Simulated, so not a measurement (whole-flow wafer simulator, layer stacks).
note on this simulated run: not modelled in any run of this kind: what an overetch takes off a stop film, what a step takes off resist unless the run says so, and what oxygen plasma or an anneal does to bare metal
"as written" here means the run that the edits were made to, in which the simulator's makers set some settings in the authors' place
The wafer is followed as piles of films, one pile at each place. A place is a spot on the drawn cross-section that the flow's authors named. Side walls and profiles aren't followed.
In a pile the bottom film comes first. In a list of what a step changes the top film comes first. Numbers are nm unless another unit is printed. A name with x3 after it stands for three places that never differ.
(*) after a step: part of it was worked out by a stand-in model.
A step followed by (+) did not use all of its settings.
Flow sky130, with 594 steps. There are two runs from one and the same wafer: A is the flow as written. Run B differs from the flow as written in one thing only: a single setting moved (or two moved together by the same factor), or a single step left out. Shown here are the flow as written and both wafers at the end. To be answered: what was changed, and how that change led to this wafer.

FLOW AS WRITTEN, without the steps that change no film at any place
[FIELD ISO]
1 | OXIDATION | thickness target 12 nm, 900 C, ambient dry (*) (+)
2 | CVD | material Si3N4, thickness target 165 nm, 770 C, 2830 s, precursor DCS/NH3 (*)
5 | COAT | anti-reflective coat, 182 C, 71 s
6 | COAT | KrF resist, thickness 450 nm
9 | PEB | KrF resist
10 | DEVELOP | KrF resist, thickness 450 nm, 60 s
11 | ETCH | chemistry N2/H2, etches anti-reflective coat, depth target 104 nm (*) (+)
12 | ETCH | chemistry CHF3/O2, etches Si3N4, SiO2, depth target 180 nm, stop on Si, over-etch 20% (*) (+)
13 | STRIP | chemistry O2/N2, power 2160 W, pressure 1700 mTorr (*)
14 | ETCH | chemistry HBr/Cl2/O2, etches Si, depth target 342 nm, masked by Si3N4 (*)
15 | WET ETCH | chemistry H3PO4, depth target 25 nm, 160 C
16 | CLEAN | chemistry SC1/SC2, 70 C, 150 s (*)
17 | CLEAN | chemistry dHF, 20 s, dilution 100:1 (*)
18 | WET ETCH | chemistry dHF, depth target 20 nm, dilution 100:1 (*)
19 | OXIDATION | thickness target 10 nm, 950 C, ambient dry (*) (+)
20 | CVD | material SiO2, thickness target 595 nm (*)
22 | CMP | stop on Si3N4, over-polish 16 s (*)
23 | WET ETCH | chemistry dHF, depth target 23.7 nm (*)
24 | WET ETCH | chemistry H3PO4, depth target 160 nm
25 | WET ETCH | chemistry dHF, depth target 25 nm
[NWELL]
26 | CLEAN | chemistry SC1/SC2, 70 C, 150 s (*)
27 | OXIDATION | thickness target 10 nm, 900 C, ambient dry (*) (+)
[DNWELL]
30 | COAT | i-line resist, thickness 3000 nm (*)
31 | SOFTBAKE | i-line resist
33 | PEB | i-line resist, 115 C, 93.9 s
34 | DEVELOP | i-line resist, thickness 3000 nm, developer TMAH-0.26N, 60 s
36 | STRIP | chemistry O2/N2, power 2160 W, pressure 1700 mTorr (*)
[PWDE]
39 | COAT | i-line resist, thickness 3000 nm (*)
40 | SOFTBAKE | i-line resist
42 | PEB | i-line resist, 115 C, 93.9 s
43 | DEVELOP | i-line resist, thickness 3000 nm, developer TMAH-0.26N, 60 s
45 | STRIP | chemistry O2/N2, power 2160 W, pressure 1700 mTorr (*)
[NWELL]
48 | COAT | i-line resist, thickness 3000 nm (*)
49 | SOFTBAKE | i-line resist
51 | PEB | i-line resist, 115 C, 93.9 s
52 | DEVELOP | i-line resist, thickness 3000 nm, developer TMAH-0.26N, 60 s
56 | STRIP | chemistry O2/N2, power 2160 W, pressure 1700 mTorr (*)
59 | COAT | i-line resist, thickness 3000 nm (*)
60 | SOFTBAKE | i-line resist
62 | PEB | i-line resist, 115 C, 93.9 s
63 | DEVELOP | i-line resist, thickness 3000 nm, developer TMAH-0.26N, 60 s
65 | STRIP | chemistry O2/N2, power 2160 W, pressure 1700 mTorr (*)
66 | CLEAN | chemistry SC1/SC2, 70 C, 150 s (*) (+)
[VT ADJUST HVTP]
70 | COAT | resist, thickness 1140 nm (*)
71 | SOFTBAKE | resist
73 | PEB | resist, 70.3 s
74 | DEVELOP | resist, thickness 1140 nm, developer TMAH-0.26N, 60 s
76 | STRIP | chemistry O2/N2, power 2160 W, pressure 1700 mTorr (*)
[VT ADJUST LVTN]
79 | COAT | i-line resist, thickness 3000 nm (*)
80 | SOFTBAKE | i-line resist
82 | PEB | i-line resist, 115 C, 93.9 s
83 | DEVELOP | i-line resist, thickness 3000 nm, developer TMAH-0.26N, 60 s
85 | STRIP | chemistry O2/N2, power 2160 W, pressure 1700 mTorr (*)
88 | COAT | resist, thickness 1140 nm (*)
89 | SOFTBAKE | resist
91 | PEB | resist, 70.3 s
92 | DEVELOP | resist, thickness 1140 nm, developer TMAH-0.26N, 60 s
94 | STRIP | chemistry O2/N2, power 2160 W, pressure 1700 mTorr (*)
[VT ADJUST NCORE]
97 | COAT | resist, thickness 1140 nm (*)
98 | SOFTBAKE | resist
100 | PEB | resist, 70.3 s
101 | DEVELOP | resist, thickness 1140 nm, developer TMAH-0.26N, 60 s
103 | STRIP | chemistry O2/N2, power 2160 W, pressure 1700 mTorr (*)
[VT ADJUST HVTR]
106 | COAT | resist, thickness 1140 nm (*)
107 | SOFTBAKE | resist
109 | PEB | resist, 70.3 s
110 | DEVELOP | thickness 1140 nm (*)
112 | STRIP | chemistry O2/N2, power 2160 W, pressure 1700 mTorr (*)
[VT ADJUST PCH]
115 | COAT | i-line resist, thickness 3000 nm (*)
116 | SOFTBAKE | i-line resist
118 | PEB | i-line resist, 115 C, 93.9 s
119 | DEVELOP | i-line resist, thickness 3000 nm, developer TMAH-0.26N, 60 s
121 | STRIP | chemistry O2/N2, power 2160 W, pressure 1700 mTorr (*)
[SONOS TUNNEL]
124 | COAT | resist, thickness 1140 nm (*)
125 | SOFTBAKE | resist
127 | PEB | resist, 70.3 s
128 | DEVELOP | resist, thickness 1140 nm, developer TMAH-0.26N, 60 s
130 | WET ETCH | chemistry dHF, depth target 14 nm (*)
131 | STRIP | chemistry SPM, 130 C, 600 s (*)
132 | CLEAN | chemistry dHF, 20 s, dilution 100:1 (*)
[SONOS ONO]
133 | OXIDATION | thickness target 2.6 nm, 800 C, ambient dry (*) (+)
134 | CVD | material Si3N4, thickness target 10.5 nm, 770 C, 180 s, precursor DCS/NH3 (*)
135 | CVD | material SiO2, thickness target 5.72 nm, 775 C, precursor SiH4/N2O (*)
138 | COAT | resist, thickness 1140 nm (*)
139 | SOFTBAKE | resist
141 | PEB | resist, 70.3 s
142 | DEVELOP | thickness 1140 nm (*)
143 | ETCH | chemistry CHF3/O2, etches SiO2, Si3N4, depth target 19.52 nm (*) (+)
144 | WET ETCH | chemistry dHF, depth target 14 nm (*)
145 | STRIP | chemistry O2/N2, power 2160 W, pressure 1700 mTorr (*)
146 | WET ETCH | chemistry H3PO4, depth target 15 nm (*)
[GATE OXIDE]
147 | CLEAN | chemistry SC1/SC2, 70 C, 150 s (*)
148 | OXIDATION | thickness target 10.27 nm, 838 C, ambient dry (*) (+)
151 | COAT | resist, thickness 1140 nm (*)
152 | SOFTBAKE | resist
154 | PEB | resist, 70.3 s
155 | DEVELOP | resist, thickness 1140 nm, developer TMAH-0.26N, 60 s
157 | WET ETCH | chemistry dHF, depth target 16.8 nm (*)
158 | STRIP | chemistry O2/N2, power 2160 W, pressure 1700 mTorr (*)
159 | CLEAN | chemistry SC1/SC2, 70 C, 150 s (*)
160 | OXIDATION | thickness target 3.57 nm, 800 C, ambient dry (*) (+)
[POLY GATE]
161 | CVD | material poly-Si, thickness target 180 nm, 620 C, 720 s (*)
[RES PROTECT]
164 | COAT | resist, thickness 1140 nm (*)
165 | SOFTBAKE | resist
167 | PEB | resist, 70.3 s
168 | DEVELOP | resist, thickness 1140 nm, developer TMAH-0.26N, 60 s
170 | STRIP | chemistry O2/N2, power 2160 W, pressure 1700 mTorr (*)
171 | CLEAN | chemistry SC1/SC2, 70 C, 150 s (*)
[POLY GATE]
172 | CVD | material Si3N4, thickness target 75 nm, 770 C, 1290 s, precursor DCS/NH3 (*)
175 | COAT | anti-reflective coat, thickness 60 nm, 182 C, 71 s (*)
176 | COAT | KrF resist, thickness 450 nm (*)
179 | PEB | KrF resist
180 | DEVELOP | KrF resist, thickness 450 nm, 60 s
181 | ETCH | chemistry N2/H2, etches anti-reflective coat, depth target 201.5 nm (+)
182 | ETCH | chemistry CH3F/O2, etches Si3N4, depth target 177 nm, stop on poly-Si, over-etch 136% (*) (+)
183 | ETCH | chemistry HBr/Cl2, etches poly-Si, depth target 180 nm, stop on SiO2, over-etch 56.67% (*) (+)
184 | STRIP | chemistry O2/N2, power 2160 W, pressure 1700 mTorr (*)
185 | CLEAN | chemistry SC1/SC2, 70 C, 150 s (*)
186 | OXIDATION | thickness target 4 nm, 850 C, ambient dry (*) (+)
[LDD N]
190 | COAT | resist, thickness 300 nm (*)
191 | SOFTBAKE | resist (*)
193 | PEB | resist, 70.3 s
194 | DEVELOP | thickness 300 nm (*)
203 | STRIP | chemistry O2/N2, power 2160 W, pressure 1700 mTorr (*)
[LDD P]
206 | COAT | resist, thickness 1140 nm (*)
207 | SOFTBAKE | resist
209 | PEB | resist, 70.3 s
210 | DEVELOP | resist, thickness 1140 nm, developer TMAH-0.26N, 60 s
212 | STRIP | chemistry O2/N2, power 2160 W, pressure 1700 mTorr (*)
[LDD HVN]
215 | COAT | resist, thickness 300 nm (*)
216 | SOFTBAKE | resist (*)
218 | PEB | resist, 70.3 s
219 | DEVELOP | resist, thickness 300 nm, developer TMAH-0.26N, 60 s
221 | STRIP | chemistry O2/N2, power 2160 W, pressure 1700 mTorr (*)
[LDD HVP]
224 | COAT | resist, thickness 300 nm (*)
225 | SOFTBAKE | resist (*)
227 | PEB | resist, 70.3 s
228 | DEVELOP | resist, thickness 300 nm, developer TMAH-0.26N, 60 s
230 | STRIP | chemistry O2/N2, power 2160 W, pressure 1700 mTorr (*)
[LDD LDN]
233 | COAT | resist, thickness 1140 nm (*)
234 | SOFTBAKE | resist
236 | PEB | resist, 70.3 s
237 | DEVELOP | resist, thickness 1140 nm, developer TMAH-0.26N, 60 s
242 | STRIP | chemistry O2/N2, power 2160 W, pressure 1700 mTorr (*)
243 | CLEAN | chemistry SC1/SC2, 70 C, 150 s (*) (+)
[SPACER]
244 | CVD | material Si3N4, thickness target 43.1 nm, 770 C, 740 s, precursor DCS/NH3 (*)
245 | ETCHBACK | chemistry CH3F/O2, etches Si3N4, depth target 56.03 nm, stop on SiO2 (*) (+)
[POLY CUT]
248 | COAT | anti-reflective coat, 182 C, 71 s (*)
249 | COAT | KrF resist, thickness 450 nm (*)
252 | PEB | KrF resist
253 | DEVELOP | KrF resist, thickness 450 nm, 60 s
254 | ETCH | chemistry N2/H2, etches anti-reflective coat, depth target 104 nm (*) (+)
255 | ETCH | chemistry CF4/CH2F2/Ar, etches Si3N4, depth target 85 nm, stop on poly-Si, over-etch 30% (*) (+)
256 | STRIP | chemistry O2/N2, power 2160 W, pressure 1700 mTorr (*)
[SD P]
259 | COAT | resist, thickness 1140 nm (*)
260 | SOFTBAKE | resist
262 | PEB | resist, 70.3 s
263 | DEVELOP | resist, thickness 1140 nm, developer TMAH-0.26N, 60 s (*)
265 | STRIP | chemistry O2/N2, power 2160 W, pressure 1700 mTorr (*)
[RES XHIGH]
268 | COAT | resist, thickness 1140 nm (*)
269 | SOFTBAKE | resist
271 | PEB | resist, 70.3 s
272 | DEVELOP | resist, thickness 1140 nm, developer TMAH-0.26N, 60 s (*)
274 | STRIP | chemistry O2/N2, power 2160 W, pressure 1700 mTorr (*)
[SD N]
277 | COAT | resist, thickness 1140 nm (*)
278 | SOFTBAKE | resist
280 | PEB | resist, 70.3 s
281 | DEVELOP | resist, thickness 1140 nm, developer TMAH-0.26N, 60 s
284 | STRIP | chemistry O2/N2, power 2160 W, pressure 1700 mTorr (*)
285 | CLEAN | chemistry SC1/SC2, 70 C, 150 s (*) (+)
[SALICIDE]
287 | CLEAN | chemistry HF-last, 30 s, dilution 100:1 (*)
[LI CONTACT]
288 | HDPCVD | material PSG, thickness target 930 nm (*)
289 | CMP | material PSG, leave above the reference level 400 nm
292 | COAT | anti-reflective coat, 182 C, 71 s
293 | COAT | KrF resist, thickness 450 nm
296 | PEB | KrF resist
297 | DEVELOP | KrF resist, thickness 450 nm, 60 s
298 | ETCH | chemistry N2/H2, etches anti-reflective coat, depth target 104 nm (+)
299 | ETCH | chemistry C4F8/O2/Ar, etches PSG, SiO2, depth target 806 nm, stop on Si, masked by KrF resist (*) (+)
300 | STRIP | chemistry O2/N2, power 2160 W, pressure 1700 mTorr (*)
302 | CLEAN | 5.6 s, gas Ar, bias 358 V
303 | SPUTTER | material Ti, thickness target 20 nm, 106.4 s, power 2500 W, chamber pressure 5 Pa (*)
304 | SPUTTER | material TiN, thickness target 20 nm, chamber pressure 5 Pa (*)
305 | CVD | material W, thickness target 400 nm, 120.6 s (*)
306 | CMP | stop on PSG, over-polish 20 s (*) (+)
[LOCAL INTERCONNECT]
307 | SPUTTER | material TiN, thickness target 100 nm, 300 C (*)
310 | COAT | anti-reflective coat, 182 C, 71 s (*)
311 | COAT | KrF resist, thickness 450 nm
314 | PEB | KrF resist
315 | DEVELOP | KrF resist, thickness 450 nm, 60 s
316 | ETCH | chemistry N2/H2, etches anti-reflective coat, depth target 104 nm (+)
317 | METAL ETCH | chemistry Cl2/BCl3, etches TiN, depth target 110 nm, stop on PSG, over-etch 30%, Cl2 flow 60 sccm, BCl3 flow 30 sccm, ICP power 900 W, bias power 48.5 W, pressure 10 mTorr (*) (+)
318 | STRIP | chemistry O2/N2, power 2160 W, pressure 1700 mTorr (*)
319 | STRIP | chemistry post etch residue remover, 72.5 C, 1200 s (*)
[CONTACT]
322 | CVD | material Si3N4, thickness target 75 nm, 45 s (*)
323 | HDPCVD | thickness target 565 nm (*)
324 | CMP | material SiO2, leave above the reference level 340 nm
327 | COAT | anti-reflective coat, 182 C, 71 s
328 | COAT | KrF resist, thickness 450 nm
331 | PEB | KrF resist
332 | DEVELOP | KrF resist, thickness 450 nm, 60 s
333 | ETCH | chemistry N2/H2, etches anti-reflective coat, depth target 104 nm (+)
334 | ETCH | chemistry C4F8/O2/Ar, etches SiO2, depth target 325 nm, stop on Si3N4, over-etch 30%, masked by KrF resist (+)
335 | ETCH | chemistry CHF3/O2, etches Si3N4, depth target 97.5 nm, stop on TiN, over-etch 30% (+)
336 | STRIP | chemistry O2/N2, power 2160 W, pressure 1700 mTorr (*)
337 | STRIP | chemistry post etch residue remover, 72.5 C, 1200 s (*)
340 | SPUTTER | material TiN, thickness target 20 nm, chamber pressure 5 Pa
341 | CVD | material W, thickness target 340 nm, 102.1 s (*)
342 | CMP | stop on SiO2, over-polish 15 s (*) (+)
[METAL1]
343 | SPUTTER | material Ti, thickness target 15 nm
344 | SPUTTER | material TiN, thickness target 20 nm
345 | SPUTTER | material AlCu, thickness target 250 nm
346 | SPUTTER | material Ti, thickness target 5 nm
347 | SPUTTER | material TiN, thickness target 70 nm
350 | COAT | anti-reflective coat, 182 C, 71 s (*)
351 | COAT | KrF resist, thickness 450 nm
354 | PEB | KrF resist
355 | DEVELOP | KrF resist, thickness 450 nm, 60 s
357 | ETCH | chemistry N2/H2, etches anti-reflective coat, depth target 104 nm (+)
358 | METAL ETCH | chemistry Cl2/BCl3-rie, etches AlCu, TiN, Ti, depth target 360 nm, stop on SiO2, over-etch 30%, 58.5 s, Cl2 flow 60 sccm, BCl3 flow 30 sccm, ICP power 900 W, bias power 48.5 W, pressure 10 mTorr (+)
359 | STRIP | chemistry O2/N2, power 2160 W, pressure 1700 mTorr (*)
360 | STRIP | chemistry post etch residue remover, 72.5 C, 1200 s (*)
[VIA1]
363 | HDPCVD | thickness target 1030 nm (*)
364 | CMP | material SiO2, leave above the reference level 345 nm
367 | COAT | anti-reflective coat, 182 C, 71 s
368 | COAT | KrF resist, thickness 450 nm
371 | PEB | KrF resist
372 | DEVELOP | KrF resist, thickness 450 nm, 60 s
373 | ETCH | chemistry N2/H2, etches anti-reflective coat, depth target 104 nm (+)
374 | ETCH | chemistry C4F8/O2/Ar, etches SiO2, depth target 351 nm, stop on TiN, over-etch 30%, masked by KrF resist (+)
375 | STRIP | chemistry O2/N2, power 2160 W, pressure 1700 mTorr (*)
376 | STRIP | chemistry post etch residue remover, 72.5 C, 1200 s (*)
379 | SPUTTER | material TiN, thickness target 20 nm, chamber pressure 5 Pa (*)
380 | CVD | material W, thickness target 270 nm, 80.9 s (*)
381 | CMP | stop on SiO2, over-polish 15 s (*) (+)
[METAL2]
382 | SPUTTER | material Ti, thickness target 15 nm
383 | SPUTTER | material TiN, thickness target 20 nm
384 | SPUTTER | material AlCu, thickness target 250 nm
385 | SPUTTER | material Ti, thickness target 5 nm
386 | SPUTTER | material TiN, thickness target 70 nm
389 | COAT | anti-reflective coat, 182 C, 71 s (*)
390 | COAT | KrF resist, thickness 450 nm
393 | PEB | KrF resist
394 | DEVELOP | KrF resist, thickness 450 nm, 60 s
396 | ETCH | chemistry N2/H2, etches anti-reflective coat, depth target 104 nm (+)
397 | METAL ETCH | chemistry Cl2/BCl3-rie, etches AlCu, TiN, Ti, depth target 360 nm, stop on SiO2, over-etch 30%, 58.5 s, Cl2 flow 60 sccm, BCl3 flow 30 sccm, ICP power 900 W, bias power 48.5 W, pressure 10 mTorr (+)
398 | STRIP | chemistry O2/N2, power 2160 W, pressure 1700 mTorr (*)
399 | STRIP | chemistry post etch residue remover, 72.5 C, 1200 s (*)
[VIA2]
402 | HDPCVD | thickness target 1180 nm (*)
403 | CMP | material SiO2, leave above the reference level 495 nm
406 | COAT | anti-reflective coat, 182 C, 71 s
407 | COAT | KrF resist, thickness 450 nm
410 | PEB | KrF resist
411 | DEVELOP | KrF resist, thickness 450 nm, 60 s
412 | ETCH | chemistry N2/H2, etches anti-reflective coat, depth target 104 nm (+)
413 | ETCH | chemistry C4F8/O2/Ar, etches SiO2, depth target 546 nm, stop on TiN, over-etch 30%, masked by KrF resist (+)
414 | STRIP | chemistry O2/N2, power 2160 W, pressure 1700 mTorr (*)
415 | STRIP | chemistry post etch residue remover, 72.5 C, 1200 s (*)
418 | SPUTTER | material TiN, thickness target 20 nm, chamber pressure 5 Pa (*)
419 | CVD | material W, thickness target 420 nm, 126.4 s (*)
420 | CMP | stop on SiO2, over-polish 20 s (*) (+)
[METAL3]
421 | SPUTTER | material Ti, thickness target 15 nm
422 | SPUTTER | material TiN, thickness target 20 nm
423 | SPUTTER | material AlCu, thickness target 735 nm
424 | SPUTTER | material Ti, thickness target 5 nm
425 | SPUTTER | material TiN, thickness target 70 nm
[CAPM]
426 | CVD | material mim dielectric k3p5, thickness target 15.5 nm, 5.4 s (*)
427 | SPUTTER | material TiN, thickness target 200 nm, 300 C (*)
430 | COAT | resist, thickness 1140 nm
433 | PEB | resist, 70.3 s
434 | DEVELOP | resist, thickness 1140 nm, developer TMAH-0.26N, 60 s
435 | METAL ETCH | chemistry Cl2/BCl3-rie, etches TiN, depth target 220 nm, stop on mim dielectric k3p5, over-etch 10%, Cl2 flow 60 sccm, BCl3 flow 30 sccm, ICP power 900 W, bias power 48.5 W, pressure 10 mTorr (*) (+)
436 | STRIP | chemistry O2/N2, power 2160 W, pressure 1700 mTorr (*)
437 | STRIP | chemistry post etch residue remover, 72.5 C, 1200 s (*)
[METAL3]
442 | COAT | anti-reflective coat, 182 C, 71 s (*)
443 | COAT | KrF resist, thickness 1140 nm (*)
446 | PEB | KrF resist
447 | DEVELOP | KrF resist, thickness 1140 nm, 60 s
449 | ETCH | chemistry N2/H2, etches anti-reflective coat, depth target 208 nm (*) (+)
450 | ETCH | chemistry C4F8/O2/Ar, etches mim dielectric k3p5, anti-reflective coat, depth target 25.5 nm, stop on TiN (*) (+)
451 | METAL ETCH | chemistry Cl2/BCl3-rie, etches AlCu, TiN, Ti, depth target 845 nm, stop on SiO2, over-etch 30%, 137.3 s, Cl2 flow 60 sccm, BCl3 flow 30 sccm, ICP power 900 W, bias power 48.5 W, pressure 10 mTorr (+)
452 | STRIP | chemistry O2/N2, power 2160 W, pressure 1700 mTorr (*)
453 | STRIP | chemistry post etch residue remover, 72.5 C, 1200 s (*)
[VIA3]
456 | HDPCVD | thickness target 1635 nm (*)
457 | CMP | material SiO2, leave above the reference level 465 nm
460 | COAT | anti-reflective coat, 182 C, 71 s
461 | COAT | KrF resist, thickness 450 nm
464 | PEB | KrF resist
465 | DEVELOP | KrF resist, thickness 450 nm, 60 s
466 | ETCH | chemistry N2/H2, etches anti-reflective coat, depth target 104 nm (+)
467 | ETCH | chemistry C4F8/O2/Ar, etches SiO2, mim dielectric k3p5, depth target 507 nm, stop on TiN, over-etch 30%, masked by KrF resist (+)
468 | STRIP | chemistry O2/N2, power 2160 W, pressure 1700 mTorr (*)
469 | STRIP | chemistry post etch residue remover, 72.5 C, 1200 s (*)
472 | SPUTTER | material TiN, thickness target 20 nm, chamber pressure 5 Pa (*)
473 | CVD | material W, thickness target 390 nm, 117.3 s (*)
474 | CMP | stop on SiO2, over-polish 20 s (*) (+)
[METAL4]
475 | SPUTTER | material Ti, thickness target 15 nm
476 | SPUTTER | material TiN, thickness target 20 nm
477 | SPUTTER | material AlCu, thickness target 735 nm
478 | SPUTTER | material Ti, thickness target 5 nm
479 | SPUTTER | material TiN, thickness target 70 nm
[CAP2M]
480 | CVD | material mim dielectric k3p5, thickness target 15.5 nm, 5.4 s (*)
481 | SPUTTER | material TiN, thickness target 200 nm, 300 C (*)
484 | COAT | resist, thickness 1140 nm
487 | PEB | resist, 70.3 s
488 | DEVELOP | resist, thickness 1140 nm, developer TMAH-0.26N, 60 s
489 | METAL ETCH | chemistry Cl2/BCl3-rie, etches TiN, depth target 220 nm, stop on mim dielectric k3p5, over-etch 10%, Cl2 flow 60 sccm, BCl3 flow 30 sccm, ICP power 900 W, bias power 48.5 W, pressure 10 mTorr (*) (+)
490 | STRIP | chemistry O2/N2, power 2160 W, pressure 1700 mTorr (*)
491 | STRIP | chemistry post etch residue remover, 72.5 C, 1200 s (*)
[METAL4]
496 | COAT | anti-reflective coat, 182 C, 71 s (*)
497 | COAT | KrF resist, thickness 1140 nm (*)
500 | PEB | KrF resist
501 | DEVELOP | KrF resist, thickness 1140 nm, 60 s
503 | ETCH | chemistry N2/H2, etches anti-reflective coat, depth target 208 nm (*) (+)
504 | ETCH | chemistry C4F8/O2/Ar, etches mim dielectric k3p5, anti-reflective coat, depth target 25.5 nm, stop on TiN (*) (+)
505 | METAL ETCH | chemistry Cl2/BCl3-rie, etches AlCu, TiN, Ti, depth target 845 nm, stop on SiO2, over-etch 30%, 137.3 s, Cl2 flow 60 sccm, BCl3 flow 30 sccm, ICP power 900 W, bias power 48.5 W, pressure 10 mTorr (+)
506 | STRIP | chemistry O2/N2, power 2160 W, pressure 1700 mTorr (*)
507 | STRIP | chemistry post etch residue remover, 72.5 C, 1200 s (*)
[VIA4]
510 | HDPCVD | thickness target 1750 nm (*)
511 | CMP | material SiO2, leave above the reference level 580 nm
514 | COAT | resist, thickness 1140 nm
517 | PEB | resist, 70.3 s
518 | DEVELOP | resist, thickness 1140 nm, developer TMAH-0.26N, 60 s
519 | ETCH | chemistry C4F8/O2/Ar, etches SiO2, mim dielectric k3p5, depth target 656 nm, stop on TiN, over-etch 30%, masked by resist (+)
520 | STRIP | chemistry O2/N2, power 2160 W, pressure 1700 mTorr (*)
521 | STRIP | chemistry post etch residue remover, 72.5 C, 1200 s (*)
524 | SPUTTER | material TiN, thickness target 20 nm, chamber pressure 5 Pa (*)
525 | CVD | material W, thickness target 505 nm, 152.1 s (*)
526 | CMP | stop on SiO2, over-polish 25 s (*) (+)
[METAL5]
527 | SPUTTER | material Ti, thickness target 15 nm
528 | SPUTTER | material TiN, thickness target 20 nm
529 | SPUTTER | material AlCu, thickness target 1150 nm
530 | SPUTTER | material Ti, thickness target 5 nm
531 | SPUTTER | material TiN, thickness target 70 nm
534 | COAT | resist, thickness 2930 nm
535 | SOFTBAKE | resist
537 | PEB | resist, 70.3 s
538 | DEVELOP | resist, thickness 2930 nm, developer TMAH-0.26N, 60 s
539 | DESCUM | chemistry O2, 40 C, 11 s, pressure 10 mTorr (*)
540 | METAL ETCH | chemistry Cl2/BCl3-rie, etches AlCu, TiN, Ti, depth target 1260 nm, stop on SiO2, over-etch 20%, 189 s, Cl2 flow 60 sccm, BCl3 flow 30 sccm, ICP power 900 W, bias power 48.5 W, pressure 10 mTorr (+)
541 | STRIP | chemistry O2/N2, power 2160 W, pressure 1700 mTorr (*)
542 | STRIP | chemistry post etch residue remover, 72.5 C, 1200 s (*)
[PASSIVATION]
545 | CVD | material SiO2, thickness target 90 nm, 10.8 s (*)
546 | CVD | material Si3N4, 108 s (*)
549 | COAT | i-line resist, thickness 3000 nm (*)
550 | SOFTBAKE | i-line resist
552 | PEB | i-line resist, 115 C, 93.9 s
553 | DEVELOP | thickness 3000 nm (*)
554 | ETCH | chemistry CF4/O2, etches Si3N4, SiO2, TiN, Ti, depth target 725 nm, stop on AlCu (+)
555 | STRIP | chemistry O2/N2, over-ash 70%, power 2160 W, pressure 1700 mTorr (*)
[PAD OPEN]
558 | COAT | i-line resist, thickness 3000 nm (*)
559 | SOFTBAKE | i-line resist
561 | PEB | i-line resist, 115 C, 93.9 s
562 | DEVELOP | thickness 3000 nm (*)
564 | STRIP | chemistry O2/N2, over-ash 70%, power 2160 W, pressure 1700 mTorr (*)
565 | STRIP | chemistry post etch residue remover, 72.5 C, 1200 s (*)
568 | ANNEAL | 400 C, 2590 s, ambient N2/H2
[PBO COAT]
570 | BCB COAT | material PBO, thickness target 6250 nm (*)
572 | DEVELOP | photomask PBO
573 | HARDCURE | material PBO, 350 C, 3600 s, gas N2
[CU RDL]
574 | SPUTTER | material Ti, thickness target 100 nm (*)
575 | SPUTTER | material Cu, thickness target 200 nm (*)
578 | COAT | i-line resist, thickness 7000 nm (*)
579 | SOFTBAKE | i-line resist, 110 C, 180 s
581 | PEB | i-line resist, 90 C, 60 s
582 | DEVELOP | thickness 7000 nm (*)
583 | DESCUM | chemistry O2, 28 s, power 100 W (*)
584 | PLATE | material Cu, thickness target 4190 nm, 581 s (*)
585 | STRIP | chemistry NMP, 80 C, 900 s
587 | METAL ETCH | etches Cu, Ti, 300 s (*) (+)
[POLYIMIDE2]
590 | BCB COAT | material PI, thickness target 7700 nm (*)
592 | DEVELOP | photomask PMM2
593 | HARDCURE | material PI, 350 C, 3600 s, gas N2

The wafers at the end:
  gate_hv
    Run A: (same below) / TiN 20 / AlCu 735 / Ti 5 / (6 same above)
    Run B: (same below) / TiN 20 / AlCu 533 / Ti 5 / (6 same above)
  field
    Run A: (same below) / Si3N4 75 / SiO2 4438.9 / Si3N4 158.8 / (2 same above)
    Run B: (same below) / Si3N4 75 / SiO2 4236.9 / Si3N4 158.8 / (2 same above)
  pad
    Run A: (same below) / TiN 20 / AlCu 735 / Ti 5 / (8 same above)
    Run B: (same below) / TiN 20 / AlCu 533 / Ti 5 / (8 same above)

The reason: step 477, SPUTTER: thickness target 533 nm was run, though the flow has thickness target 735 nm.
The wafer lets one read it off: gate_hv has AlCu 533, and step 477 as written asks for 735 nm.

How this came from the change, step by step:
  477 | SPUTTER | material AlCu, thickness target 735 nm
      field, active, n_well and 189 more: A AlCu gains 735 (new film) | B AlCu gains 533 (new film)
  505 | METAL ETCH | chemistry Cl2/BCl3-rie, etches AlCu, TiN, Ti, depth target 845 nm, stop on SiO2, over-etch 30%, 137.3 s, Cl2 flow 60 sccm, BCl3 flow 30 sccm, ICP power 900 W, bias power 48.5 W, pressure 10 mTorr (+)
      field, gate, spacer and 68 more: A TiN loses 70 (all of it), Ti loses 5 (all of it), AlCu loses 735 (all of it), TiN loses 20 (all of it), Ti loses 15 (all of it), SiO2 loses 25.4 | B TiN loses 70 (all of it), Ti loses 5 (all of it), AlCu loses 533 (all of it), TiN loses 20 (all of it), Ti loses 15 (all of it), SiO2 loses 45.6
      active, vpp_iso1, mim_edge_plate and 13 more: A TiN loses 70 (all of it), Ti loses 5 (all of it), AlCu loses 735 (all of it), TiN loses 20 (all of it), Ti loses 15 (all of it), SiO2 loses 25.3 | B TiN loses 70 (all of it), Ti loses 5 (all of it), AlCu loses 533 (all of it), TiN loses 20 (all of it), Ti loses 15 (all of it), SiO2 loses 45.6
      (also at 1 further place)
  511 | CMP | material SiO2, leave above the reference level 580 nm
      field, gate, spacer and 61 more: A SiO2 loses 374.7 | B SiO2 loses 556.4
      active, vpp_ln, vpp_iso2 and 13 more: A SiO2 loses 374.7 | B SiO2 loses 556.5
      (also at 8 further places)
